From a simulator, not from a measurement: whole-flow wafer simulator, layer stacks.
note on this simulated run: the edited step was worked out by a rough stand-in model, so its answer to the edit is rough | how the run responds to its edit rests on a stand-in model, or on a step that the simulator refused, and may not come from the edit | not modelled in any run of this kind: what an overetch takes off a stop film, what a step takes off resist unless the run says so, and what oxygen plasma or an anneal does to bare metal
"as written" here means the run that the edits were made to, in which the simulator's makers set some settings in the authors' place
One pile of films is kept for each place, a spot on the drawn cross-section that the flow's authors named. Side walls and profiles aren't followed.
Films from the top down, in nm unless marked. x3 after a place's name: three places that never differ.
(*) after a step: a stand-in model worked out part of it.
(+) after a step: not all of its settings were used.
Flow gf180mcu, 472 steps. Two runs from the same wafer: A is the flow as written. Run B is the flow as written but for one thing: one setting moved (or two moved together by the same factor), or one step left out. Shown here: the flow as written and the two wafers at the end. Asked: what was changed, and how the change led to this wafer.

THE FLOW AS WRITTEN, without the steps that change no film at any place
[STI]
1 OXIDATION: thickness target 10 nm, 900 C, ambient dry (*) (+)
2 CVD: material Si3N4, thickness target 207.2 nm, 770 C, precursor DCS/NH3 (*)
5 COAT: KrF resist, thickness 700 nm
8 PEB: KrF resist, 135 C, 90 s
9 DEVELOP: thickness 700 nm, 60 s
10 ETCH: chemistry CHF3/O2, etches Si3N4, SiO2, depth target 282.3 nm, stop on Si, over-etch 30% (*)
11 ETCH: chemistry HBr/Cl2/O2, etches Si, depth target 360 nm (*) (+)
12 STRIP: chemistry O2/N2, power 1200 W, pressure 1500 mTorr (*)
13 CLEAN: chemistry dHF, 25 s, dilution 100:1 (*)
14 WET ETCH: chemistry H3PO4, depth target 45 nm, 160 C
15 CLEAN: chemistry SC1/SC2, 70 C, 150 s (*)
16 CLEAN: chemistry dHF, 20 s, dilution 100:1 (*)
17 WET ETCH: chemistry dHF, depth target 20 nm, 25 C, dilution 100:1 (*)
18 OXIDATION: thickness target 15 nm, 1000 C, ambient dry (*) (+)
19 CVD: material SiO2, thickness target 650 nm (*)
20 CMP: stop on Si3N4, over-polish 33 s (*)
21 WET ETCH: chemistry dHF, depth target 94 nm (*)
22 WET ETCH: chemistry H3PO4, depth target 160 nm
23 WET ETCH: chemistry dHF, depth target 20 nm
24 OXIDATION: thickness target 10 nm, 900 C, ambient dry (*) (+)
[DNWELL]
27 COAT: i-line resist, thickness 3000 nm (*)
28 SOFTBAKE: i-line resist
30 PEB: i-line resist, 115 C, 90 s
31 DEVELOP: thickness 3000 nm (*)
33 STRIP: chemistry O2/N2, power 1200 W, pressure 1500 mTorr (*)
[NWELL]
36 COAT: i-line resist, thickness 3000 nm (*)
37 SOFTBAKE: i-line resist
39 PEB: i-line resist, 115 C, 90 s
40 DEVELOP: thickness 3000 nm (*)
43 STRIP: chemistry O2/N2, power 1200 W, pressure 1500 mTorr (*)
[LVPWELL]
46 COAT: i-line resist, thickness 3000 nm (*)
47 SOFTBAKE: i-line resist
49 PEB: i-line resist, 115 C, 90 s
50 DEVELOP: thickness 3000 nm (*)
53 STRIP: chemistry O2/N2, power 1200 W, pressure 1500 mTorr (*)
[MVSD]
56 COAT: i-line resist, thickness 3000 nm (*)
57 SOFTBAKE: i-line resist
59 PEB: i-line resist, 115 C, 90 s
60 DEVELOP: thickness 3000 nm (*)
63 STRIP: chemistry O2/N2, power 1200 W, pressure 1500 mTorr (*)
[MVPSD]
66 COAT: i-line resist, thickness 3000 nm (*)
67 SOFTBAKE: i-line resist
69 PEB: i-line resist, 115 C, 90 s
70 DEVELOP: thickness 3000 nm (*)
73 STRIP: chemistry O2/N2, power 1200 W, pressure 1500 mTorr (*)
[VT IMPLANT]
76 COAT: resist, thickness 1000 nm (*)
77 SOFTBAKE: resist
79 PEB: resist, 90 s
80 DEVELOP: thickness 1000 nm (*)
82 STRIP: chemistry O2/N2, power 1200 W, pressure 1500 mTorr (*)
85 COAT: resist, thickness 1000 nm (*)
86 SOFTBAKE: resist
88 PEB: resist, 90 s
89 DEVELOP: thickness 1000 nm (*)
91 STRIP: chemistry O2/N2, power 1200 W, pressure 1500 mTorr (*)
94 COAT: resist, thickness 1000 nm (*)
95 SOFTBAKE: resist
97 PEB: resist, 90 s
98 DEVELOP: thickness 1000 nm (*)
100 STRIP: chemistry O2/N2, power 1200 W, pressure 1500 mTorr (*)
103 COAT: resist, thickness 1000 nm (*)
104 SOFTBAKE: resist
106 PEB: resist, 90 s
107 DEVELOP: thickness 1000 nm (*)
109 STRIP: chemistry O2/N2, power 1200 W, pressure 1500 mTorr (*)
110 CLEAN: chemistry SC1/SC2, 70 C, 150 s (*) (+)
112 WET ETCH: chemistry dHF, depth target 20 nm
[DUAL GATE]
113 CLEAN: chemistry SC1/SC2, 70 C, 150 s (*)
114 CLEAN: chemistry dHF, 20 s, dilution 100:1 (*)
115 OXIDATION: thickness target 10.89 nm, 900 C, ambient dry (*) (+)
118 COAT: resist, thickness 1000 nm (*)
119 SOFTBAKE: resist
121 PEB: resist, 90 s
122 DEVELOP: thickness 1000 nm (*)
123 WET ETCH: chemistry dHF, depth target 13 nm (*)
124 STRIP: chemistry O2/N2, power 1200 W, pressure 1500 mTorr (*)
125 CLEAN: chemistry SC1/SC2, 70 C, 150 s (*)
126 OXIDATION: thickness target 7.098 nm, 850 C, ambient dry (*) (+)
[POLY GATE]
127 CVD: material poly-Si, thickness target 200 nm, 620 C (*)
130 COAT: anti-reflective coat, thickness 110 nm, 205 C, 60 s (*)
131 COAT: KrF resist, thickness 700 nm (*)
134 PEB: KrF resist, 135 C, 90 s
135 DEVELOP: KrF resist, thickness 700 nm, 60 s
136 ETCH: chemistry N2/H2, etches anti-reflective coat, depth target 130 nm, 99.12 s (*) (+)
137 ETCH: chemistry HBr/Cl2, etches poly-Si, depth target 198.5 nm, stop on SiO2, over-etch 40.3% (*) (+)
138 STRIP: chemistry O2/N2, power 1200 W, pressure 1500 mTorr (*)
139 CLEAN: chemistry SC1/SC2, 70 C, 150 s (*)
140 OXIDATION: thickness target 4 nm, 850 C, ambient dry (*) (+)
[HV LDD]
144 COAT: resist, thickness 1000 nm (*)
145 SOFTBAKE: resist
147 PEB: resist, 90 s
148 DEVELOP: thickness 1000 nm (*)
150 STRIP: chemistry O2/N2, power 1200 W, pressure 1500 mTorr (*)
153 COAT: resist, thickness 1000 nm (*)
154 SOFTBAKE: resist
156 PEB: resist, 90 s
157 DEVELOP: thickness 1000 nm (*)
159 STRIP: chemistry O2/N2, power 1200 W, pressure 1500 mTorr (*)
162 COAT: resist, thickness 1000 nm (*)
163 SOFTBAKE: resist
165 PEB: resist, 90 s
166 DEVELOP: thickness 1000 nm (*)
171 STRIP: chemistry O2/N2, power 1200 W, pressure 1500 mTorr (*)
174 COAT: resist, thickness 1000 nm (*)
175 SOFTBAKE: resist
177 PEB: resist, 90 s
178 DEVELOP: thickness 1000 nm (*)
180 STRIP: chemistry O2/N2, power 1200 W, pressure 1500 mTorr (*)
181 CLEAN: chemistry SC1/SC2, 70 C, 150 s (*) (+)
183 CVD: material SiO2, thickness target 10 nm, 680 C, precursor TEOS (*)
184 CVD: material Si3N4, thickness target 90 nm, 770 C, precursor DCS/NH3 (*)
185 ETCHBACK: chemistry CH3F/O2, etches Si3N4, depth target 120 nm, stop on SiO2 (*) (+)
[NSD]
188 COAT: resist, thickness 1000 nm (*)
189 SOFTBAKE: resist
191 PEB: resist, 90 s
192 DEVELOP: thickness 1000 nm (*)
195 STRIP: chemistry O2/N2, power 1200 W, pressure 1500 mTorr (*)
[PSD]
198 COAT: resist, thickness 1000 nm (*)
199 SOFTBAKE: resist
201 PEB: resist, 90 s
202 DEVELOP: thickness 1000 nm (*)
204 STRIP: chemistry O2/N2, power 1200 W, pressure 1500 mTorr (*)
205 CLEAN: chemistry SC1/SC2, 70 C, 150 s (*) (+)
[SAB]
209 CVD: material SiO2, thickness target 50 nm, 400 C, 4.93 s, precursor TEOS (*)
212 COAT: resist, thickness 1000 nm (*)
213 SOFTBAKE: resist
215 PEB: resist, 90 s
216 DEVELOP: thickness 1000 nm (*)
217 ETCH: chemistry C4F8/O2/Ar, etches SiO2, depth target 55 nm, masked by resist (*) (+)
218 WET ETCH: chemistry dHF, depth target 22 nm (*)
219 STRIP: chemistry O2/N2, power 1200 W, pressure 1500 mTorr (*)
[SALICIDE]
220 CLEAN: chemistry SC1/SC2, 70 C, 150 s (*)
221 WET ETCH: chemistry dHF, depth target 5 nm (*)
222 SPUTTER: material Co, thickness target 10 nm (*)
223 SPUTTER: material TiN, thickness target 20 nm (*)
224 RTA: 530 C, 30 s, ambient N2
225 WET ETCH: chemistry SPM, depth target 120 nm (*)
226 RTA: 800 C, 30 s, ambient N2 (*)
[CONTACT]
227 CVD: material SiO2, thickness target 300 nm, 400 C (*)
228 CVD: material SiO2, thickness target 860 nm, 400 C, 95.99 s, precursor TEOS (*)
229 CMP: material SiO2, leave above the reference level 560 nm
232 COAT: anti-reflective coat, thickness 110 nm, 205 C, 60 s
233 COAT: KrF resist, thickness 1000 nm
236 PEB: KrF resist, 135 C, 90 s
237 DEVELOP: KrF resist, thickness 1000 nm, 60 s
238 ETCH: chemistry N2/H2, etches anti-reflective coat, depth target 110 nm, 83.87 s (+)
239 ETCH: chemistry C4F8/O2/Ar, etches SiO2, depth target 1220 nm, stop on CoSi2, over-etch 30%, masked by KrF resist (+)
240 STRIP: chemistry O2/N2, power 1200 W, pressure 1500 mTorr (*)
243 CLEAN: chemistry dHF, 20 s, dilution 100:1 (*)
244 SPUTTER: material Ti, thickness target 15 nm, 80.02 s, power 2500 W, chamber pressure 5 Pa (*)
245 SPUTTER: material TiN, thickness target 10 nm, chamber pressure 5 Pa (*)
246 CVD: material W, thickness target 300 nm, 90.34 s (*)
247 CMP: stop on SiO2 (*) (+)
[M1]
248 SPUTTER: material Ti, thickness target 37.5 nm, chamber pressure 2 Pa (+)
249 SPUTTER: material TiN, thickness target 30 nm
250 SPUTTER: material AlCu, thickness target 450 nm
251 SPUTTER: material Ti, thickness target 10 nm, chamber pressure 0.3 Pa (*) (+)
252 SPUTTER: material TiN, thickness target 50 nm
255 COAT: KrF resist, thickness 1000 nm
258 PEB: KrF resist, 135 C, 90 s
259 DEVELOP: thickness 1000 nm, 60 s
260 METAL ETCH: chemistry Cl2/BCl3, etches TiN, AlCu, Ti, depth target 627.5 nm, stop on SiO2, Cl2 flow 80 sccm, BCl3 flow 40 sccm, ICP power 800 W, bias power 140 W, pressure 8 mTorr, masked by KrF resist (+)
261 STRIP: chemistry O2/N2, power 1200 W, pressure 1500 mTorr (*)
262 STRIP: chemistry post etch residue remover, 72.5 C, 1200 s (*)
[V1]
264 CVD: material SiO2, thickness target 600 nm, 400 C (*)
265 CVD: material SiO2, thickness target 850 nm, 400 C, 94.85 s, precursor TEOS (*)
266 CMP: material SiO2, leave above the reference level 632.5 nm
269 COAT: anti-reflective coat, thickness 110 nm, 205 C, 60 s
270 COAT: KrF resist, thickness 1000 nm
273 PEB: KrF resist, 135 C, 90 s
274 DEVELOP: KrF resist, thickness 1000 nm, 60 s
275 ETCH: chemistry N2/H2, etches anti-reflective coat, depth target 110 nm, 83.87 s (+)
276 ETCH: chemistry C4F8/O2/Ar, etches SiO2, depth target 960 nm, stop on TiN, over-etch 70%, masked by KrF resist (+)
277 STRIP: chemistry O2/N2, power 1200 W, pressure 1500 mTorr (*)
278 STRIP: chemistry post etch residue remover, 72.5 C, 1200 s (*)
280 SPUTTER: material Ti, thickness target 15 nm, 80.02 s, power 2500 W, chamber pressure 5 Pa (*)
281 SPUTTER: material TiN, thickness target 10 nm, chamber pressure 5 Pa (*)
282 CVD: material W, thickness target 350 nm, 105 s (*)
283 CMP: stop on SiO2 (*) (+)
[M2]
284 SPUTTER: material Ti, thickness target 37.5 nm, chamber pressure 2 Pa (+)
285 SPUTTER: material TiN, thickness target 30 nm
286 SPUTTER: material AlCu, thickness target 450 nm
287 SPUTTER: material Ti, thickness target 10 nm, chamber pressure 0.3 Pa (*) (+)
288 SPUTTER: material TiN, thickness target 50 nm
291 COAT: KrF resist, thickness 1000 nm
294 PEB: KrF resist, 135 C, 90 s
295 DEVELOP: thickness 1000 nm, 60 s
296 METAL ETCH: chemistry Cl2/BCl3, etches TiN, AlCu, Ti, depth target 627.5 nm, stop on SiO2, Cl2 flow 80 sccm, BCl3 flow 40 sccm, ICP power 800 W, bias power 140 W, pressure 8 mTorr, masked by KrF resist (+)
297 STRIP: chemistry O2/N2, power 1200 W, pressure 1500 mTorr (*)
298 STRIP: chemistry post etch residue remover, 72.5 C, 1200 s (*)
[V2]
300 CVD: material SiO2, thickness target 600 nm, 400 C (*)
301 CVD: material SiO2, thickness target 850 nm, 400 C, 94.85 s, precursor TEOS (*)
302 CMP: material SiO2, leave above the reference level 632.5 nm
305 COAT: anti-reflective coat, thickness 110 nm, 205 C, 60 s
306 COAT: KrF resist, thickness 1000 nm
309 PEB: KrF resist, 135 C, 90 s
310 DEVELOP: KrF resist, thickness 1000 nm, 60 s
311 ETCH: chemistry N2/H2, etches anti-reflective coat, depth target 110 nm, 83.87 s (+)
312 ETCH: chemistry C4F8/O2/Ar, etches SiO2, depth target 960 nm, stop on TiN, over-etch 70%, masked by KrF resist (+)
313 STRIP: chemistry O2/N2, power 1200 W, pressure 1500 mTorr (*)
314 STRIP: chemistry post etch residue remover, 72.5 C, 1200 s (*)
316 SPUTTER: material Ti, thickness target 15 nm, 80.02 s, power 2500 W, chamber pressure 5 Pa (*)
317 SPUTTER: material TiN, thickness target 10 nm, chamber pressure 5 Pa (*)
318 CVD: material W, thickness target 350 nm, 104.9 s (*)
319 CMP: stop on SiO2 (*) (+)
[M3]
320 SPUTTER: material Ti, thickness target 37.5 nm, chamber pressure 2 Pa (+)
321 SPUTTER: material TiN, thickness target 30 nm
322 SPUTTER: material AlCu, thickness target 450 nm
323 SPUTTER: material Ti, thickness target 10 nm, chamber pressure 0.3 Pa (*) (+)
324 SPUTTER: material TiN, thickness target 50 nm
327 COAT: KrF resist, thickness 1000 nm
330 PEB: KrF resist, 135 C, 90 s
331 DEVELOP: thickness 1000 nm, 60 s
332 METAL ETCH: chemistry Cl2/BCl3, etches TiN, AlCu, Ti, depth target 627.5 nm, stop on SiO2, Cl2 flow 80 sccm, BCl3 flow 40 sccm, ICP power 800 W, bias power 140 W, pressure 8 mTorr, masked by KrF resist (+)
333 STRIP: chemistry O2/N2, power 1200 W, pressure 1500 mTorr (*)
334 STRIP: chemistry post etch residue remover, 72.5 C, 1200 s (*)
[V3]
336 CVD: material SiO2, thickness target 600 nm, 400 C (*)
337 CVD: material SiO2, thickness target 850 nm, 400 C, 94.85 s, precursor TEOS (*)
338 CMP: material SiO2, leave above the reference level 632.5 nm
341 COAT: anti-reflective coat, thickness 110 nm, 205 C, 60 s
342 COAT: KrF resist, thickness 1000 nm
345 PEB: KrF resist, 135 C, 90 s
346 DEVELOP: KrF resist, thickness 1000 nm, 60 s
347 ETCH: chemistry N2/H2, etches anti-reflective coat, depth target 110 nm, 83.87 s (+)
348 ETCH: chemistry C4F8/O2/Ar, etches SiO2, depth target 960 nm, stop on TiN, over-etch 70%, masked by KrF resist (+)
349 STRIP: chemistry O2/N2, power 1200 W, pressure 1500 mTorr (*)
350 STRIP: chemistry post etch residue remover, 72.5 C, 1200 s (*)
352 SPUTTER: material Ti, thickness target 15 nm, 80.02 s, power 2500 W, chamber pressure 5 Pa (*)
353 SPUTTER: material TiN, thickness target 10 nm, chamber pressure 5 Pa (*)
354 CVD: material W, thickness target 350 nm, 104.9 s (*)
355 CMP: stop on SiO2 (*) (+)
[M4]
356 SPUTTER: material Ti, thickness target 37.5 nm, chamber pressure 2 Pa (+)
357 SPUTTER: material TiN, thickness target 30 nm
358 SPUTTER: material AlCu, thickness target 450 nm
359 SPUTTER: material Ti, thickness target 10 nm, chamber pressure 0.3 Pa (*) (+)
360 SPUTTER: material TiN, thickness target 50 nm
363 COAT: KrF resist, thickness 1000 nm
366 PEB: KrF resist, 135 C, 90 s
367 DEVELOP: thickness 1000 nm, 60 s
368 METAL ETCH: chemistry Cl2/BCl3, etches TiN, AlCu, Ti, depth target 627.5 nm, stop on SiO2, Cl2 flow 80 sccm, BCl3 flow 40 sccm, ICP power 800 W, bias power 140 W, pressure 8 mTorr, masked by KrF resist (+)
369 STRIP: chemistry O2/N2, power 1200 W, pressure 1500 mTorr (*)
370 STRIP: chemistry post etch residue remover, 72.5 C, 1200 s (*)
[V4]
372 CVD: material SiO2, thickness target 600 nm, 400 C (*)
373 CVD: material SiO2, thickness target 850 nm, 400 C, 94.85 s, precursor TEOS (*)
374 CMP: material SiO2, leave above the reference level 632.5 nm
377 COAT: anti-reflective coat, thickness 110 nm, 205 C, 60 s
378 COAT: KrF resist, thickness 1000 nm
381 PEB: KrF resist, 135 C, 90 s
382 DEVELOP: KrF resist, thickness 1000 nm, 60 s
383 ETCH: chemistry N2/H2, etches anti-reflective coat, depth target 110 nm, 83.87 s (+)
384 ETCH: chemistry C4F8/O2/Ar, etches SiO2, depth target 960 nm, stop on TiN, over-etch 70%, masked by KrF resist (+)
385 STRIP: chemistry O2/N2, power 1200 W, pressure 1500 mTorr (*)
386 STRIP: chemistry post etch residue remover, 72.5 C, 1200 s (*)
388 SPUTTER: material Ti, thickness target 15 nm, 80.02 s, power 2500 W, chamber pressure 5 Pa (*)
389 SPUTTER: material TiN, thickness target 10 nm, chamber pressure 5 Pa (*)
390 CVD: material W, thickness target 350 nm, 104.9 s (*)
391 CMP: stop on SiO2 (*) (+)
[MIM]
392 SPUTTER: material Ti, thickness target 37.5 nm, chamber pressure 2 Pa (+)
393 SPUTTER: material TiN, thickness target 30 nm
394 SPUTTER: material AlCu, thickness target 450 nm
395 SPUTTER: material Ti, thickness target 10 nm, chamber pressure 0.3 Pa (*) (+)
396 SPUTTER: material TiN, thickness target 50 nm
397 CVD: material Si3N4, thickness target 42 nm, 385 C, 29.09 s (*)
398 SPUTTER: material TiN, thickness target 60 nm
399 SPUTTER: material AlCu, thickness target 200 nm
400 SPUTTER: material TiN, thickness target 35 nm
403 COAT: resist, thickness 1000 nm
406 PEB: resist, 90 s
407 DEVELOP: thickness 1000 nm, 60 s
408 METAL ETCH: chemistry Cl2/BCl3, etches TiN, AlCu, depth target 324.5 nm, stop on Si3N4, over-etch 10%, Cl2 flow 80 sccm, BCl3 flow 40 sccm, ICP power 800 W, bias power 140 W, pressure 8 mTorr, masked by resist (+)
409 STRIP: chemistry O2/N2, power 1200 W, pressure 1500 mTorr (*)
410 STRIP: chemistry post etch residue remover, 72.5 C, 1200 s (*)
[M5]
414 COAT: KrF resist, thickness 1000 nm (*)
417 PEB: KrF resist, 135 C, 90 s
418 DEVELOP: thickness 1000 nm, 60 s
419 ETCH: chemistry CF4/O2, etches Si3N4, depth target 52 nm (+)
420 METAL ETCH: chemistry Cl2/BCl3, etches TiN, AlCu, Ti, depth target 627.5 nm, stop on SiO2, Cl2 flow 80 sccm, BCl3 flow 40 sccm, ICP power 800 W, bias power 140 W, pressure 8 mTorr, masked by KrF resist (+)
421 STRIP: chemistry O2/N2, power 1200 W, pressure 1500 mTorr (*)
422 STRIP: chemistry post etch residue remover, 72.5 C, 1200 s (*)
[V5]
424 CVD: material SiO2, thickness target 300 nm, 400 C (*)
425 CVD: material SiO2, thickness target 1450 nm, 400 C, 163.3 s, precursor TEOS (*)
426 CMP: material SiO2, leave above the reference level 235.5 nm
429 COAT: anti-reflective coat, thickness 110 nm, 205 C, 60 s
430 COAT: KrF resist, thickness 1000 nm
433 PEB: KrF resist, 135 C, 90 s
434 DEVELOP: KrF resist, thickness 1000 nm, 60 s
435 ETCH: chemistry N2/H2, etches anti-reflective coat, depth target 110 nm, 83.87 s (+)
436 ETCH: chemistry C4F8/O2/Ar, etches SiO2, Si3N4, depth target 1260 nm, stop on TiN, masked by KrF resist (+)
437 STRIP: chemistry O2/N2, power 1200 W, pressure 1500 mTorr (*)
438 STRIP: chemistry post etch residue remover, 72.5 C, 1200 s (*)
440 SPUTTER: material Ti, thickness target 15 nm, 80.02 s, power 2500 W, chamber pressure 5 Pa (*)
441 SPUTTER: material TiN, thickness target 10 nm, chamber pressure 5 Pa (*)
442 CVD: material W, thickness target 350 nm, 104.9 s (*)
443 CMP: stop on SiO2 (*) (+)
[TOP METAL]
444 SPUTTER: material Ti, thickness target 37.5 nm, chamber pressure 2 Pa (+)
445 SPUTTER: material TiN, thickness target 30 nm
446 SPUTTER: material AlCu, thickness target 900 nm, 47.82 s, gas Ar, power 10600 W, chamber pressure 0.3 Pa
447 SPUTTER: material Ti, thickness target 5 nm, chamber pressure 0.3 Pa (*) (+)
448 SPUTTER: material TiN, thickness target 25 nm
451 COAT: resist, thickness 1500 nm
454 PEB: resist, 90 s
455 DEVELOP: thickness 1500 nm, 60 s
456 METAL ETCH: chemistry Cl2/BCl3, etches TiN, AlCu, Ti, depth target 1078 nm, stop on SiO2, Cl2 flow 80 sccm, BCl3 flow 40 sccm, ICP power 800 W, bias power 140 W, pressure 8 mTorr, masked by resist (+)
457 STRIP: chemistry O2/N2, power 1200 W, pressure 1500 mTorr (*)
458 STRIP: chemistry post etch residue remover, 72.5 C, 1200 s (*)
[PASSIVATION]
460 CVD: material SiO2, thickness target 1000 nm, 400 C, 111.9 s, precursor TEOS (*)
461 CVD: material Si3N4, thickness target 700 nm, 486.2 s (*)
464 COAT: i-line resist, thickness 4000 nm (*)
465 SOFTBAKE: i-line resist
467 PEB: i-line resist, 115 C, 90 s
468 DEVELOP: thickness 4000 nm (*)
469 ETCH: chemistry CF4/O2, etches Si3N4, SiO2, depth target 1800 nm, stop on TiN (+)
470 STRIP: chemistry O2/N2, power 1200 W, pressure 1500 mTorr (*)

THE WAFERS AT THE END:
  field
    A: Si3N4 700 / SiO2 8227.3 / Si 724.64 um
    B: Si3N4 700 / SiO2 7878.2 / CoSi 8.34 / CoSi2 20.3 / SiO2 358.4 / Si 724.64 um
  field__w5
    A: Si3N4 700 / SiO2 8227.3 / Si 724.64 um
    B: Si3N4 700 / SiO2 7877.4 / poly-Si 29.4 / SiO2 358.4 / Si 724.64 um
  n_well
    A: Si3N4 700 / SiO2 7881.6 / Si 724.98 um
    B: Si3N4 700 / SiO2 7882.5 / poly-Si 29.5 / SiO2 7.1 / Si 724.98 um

The cause: step 137, ETCH: depth target 119.1 nm was run, where the flow has depth target 198.5 nm.

How the change led to this, step by step:
  137 ETCH: chemistry HBr/Cl2, etches poly-Si, depth target 198.5 nm, stop on SiO2, over-etch 40.3% (*) (+)
      field, field__w3, field__w12 and 10 more: A poly-Si -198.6 (all of it), SiO2 -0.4 | B poly-Si -167.1
      active, n_well, sd_p and 9 more: A poly-Si -198.7 (all of it), SiO2 -0.4 | B poly-Si -167.1
      (and at 67 more places)
  138 STRIP: chemistry O2/N2, power 1200 W, pressure 1500 mTorr (*)
      field, field__w1, field__w2 and 61 more: A nothing | B chemical SiO2 +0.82 (new film), poly-Si -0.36
      gate: A chemical SiO2 +0.62 (new film), KrF resist -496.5 (all of it), anti-reflective coat -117 (all of it), poly-Si -0.27 | B chemical SiO2 +0.63 (new film), KrF resist -533.6 (all of it), anti-reflective coat -117 (all of it), poly-Si -0.28
      (and at 27 more places)
  139 CLEAN: chemistry SC1/SC2, 70 C, 150 s (*)
      field, field__w1, field__w2 and 34 more: A SiO2 -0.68 | B chemical SiO2 -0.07, poly-Si -0.27
  140 OXIDATION: thickness target 4 nm, 850 C, ambient dry (*) (+)
      field, field__w1, field__w2 and 21 more: A SiO2 +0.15, Si -0.07 | B SiO2 +4 (new film), chemical SiO2 -0.76 (all of it), poly-Si -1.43
      active_hv, active_nat, ld_sd_n and 11 more: A SiO2 +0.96, Si -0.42 | B SiO2 +4 (new film), chemical SiO2 -0.76 (all of it), poly-Si -1.43
      (and at 26 more places)
  144 COAT: resist, thickness 1000 nm (*)
      gate: A resist +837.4 (new film) | B resist +866 (new film)
      gate_hv: A resist +845.5 (new film) | B resist +871.2 (new film)
      (and at 26 more places)
  145 SOFTBAKE: resist
      nw_enc_fld_lv__w3: A resist +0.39 | B resist -0.22
      ld_acc_n: A resist -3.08 | B resist -2.55
  147 PEB: resist, 90 s
      npoly_u, gate_p_hv5, ldn_fp: A resist -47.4 | B resist -49
      gate_hv, gate_p: A resist -47.7 | B resist -49.3
      (and at 23 more places)
  148 DEVELOP: thickness 1000 nm (*)
      gate: A resist -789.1 (all of it) | B resist -816.2 (all of it)
      npoly_u: A resist -790.2 (all of it) | B resist -815.9 (all of it)
      (and at 3 more places)
  150 STRIP: chemistry O2/N2, power 1200 W, pressure 1500 mTorr (*)
      gate_hv: A resist -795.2 (all of it) | B resist -819.9 (all of it)
      gate_p: A resist -795.2 (all of it) | B resist -821.3 (all of it)
      (and at 21 more places)
  153 COAT: resist, thickness 1000 nm (*)
      gate: A resist +837.4 (new film) | B resist +866 (new film)
      gate_hv: A resist +845.5 (new film) | B resist +871.2 (new film)
      (and at 26 more places)
  154 SOFTBAKE: resist
      nw_enc_fld_lv__w3: A resist +0.39 | B resist -0.22
      ld_acc_n: A resist -3.08 | B resist -2.55
  156 PEB: resist, 90 s
      npoly_u, gate_p_hv5, ldn_fp: A resist -47.4 | B resist -49
      gate_hv, gate_p: A resist -47.7 | B resist -49.3
      (and at 23 more places)
  157 DEVELOP: thickness 1000 nm (*)
      gate_p: A resist -795.2 (all of it) | B resist -821.3 (all of it)
      ppoly_u: A resist -793.1 (all of it) | B resist -818.5 (all of it)
      (and at 3 more places)
  159 STRIP: chemistry O2/N2, power 1200 W, pressure 1500 mTorr (*)
      gate: A resist -789.1 (all of it) | B resist -816.2 (all of it)
      gate_hv: A resist -795.2 (all of it) | B resist -819.9 (all of it)
      (and at 21 more places)
  162 COAT: resist, thickness 1000 nm (*)
      gate: A resist +837.4 (new film) | B resist +866 (new film)
      gate_hv: A resist +845.5 (new film) | B resist +871.2 (new film)
      (and at 26 more places)
  163 SOFTBAKE: resist
      nw_enc_fld_lv__w3: A resist +0.39 | B resist -0.22
      ld_acc_n: A resist -3.08 | B resist -2.55
  ... 36 more steps ...
  246 CVD: material W, thickness target 300 nm, 90.34 s (*)
      polyc_n, polyc_p: A W +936 (new film) | B W +974 (new film)
Counting metal films that touch as one body, field has 1 body; the flow as written gives 0 bodies.
